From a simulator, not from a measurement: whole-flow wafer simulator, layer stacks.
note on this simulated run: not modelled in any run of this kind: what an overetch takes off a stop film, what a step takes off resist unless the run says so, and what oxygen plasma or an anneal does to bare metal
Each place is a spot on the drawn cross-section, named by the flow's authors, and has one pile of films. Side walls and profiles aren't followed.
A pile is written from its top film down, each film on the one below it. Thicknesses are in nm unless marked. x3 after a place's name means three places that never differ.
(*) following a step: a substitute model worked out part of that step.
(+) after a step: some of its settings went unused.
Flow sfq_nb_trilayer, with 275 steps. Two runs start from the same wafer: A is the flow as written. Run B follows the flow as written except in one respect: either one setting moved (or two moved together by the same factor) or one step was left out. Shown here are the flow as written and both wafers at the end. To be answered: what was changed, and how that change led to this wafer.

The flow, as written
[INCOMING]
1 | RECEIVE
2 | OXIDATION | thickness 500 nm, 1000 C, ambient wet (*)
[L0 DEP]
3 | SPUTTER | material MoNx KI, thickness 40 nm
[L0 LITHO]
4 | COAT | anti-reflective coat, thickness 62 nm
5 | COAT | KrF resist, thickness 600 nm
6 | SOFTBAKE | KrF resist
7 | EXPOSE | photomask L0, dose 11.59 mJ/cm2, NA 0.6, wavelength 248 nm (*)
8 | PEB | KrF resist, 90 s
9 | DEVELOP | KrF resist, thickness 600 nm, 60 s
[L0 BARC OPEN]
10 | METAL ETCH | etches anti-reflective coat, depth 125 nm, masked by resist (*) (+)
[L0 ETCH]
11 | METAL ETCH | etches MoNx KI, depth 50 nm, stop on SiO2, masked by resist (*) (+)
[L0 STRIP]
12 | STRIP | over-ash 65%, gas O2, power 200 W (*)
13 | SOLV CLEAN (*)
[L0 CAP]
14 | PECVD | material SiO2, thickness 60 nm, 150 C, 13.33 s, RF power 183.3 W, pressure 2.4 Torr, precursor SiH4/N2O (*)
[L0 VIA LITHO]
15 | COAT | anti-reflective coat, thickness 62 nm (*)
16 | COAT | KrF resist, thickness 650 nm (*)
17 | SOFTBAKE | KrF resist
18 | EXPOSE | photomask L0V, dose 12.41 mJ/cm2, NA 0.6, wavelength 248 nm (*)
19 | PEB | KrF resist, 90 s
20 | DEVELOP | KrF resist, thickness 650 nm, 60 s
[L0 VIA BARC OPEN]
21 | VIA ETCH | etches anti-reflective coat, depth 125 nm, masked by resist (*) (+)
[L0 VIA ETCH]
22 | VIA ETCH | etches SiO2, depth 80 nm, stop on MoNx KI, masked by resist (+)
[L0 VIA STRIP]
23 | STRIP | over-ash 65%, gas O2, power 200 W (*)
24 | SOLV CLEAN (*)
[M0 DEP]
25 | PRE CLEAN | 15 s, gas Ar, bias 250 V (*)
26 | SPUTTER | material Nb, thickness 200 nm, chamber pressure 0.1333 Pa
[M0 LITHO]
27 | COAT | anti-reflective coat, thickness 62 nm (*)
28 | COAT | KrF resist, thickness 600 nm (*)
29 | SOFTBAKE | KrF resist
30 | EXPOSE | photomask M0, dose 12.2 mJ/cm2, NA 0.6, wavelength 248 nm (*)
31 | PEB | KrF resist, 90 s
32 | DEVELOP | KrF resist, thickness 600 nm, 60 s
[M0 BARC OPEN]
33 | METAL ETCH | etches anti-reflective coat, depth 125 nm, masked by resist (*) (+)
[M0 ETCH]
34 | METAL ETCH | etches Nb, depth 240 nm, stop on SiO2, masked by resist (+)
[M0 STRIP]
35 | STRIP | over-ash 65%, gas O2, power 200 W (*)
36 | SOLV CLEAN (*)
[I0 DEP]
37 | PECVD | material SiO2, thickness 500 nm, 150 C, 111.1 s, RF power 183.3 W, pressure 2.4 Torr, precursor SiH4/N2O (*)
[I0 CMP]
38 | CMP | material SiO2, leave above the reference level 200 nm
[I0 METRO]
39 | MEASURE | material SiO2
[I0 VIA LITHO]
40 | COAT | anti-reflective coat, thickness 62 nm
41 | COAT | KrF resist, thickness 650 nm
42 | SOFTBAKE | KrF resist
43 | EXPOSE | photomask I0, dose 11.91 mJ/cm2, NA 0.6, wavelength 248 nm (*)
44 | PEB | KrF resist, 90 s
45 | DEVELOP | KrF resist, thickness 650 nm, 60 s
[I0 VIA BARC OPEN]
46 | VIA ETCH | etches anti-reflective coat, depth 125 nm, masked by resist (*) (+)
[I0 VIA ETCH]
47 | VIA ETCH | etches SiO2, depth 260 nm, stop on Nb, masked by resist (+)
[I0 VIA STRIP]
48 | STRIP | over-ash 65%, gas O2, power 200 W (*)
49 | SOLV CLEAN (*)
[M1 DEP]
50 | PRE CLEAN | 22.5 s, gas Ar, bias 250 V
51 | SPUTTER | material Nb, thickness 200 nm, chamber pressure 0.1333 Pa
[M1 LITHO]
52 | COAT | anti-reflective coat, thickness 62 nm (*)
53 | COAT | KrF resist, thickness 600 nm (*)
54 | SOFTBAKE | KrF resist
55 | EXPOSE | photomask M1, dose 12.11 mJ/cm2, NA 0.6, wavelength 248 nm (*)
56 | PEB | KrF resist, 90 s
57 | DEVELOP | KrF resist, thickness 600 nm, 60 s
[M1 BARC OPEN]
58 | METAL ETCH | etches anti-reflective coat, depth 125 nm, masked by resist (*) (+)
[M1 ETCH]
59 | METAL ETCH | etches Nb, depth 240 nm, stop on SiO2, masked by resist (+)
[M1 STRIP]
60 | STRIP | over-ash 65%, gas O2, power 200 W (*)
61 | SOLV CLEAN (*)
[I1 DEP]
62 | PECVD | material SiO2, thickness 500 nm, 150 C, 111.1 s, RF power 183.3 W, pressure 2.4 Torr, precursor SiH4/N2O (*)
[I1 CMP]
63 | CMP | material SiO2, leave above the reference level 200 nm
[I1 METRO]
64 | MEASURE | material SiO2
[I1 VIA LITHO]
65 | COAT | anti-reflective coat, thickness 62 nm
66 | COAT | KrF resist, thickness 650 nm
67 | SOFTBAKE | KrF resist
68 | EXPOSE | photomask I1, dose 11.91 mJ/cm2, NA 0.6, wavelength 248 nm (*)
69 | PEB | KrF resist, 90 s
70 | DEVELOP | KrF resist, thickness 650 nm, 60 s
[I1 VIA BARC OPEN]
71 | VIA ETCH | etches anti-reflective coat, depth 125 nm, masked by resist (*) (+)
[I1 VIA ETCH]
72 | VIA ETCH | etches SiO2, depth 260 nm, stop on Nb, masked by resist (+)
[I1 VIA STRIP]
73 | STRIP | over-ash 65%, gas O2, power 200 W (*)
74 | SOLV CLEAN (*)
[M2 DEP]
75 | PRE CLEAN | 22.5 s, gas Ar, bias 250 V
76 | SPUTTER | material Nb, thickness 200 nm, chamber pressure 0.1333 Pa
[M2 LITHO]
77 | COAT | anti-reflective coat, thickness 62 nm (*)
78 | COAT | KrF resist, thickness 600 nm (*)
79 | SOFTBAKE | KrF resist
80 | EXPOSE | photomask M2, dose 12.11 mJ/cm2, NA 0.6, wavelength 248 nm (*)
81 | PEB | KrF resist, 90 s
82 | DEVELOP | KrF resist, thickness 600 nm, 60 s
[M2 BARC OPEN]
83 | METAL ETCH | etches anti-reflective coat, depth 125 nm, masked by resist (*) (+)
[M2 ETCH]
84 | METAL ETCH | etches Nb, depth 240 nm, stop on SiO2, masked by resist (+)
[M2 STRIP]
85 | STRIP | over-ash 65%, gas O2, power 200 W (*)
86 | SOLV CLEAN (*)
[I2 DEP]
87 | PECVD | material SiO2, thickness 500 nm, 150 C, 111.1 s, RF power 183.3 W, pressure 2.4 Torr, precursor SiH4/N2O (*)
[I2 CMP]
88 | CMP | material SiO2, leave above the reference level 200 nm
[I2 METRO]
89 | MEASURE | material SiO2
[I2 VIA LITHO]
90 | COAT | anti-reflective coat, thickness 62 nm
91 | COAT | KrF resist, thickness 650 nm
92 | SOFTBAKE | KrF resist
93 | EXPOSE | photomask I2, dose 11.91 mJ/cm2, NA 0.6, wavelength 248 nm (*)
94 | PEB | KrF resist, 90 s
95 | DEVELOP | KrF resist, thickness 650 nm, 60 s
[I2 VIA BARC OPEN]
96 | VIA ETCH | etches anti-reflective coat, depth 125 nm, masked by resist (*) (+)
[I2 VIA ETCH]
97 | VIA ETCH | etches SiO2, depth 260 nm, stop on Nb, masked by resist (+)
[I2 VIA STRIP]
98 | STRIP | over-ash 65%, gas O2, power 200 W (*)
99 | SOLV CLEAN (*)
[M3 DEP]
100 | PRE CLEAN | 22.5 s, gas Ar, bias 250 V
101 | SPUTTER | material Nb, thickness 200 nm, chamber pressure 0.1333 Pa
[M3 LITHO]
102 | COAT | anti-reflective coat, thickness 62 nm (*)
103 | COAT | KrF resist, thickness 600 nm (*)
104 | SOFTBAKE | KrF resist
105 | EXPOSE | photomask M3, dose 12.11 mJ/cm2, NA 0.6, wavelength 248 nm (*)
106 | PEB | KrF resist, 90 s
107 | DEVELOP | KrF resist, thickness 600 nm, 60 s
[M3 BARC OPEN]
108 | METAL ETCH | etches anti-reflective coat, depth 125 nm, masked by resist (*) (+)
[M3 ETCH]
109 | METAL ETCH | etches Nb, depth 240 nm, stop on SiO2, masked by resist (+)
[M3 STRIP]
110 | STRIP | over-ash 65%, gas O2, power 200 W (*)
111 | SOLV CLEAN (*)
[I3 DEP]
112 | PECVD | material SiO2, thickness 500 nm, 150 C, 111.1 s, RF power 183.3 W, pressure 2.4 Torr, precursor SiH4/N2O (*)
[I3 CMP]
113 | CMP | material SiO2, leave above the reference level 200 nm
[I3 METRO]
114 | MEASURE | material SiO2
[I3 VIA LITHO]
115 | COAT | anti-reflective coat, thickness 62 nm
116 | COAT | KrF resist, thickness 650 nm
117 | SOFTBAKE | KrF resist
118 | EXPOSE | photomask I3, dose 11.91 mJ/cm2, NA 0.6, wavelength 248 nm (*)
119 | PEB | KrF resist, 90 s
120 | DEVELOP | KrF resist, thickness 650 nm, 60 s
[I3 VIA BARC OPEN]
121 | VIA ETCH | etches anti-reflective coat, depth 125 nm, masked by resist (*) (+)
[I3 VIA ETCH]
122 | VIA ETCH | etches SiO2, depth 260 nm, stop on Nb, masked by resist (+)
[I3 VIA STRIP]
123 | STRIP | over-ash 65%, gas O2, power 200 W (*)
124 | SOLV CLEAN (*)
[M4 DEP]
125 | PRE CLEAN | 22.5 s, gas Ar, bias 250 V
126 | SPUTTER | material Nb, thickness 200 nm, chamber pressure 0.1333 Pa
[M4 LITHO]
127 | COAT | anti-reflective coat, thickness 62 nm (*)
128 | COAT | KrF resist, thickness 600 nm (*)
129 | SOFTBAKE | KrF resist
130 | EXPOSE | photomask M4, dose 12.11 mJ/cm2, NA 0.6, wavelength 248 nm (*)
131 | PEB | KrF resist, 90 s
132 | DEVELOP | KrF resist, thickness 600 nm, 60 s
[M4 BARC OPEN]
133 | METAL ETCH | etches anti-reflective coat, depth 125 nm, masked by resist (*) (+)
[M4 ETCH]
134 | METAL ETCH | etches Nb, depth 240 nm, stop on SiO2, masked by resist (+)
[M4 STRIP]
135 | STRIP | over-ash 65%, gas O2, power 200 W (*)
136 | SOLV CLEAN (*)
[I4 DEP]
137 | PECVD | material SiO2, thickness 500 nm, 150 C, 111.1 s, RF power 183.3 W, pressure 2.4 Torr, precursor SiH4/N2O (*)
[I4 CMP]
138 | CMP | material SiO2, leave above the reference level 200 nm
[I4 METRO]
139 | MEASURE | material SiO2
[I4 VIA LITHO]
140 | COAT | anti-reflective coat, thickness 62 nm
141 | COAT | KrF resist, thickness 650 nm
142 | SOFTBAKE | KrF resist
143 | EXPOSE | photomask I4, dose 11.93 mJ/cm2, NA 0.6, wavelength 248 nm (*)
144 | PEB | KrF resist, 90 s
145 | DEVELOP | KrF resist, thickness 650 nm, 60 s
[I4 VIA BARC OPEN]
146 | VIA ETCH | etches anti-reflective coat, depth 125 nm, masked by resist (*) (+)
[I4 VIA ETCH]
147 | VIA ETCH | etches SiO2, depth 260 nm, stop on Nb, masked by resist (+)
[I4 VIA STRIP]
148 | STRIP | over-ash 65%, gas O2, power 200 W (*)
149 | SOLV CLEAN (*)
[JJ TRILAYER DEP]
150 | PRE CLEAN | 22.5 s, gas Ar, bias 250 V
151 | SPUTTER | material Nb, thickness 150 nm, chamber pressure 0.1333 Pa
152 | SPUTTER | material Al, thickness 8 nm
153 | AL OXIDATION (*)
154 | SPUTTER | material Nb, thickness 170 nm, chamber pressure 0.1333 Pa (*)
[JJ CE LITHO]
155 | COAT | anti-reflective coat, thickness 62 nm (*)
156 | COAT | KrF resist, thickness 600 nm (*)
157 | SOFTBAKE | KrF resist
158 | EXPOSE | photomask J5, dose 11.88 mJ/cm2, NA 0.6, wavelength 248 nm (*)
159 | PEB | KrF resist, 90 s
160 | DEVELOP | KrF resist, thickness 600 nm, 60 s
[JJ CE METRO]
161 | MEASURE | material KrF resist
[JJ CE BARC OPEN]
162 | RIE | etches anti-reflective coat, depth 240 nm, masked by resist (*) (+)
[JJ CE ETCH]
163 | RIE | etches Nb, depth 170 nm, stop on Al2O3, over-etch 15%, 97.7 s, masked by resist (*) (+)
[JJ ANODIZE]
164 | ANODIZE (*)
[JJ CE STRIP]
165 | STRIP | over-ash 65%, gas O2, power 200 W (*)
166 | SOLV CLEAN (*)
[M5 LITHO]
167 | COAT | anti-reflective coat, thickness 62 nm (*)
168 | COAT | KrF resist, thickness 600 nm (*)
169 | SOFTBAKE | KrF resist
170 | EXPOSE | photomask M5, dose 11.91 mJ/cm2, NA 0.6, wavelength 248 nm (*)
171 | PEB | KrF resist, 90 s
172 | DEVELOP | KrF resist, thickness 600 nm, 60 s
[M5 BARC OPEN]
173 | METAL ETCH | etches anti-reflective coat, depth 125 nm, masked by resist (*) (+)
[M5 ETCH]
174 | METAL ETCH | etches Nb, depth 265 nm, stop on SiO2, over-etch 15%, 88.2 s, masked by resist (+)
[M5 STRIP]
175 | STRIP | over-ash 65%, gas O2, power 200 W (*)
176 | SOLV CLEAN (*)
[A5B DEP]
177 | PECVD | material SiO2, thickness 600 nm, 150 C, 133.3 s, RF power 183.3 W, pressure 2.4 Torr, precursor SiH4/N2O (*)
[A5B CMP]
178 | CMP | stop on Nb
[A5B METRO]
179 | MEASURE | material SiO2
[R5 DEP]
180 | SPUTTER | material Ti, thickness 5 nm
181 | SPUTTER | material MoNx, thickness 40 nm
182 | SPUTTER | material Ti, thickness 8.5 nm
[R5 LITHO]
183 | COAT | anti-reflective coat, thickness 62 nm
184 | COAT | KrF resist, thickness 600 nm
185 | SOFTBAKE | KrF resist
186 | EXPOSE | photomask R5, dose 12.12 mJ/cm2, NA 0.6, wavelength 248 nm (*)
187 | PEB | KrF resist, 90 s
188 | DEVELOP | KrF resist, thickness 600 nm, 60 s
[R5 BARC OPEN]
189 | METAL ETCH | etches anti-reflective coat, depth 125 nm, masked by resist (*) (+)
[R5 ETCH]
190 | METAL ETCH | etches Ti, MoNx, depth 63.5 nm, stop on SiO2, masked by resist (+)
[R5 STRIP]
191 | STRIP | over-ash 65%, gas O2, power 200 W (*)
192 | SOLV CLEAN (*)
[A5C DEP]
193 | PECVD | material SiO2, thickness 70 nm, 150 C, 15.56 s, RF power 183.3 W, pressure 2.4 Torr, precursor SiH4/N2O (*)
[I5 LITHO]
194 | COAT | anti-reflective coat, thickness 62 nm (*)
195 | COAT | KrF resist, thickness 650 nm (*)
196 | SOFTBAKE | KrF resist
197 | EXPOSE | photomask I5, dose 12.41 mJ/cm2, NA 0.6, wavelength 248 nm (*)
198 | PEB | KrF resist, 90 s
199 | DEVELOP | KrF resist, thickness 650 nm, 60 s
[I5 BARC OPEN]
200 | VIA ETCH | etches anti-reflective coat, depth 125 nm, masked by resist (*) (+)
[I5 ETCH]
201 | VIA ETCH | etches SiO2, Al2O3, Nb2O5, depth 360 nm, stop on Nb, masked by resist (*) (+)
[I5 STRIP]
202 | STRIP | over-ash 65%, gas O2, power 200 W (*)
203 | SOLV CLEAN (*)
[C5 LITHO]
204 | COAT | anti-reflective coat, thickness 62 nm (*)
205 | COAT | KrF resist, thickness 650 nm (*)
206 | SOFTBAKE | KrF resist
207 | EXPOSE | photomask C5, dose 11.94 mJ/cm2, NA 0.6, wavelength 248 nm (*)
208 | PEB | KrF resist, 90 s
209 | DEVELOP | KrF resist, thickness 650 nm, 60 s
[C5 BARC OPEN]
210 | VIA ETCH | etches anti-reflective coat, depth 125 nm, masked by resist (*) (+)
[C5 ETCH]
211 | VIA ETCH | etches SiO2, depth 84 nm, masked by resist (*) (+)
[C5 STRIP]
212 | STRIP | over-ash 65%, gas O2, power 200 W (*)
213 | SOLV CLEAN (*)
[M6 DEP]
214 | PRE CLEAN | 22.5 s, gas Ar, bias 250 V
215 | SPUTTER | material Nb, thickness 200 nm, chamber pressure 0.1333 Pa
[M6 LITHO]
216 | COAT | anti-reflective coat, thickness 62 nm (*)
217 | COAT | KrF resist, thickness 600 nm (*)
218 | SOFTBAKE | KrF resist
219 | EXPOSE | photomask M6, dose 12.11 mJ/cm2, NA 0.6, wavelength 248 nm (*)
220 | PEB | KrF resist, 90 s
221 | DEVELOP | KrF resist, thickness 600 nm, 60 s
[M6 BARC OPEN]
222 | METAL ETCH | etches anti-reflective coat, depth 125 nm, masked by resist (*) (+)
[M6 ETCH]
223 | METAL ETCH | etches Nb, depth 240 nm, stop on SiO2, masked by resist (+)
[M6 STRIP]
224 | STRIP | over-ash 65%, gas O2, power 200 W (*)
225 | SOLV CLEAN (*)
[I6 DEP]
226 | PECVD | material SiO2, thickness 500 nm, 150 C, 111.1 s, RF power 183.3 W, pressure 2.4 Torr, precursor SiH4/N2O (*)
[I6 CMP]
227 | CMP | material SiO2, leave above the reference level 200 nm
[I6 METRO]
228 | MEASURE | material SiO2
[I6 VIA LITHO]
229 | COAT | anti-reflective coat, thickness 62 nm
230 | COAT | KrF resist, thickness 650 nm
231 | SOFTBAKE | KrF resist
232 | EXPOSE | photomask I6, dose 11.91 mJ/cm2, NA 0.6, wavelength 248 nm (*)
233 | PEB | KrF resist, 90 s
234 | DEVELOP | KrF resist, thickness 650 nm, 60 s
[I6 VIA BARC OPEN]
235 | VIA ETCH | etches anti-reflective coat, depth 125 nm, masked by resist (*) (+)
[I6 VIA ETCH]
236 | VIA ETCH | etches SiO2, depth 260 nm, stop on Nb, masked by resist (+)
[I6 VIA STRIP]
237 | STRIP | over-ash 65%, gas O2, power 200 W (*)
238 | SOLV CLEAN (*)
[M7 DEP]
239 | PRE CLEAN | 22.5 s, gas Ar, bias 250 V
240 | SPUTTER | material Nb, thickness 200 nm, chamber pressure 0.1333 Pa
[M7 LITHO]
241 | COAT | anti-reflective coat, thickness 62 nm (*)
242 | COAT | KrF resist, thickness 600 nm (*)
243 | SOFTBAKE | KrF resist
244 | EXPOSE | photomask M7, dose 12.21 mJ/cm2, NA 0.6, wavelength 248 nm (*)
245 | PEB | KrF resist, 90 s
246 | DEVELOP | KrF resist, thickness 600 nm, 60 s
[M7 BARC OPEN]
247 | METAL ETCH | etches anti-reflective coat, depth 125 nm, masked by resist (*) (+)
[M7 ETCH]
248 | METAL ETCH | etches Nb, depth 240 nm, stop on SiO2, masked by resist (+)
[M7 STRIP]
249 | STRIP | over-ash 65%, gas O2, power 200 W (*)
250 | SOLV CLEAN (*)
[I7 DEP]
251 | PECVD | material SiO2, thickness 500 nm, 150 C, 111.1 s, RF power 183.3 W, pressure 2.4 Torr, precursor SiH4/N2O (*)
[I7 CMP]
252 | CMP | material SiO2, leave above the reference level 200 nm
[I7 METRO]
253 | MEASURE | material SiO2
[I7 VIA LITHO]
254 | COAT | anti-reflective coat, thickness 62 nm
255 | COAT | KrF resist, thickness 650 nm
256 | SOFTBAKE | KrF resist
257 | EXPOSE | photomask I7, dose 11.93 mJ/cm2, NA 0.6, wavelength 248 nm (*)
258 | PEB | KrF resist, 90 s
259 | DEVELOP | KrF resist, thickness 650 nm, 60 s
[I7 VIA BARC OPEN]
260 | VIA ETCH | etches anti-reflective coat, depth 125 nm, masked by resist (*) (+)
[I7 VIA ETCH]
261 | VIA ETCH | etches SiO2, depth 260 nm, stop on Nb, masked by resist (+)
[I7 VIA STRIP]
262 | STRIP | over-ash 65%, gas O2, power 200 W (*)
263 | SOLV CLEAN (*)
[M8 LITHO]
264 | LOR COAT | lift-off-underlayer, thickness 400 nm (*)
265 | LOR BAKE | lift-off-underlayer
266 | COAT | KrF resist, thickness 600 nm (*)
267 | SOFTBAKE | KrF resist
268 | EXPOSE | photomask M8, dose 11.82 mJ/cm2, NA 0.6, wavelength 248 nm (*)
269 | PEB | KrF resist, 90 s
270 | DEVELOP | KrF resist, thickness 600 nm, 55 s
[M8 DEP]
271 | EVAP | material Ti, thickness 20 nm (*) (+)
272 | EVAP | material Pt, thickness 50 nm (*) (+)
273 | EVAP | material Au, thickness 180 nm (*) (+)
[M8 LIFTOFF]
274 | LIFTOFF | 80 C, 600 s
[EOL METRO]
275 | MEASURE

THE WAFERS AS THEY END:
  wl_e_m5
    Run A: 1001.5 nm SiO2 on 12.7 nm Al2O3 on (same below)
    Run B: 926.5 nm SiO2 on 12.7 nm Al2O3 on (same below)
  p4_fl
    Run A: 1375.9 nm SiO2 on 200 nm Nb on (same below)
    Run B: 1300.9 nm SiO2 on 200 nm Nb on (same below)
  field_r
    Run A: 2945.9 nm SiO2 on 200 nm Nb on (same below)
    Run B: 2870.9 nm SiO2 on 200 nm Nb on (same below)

Cause: step 240, SPUTTER: thickness 125 nm was run, though the flow has thickness 200 nm.

The path from the change to this, step by step:
  240 | SPUTTER | material Nb, thickness 200 nm, chamber pressure 0.1333 Pa
      field_l, v_sur, via_wl and 102 more: A +200 Nb (new film) | B +125 Nb (new film)
      via_v: A +161.1 Nb | B +100.5 Nb
  241 | COAT | anti-reflective coat, thickness 62 nm (*)
      via_v: A +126 anti-reflective coat (new film) | B +121.6 anti-reflective coat (new film)
  248 | METAL ETCH | etches Nb, depth 240 nm, stop on SiO2, masked by resist (+)
      field_l, field_r, lsp_l and 62 more: A -200 Nb (all of it) | B -125 Nb (all of it)
      v_sur, via_wl, via_w and 38 more: A -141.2 KrF resist | B -110.3 KrF resist
  249 | STRIP | over-ash 65%, gas O2, power 200 W (*)
      wl_j_sl, wl_jj, wl_j_sr and 14 more: A -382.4 KrF resist (all of it), -62 anti-reflective coat (all of it) | B -413.3 KrF resist (all of it), -62 anti-reflective coat (all of it)
      ln_m5, lsp_m, ln_m6, lsp_r: A -381.9 KrF resist (all of it), -61.8 anti-reflective coat (all of it) | B -412.8 KrF resist (all of it), -61.8 anti-reflective coat (all of it)
      (as well as at 20 more places)
  251 | PECVD | material SiO2, thickness 500 nm, 150 C, 111.1 s, RF power 183.3 W, pressure 2.4 Torr, precursor SiH4/N2O (*)
      m7r_space_l x2: A +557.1 SiO2 | B +500 SiO2
      via_v: A +621 SiO2 (new film) | B +598.4 SiO2 (new film)
  252 | CMP | material SiO2, leave above the reference level 200 nm
      field_l, p4_fl, p4_fm and 56 more: A -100 SiO2 | B -175 SiO2
      field_r, lsp_l: A -77.7 SiO2 | B -161 SiO2
      (as well as at 5 more places)
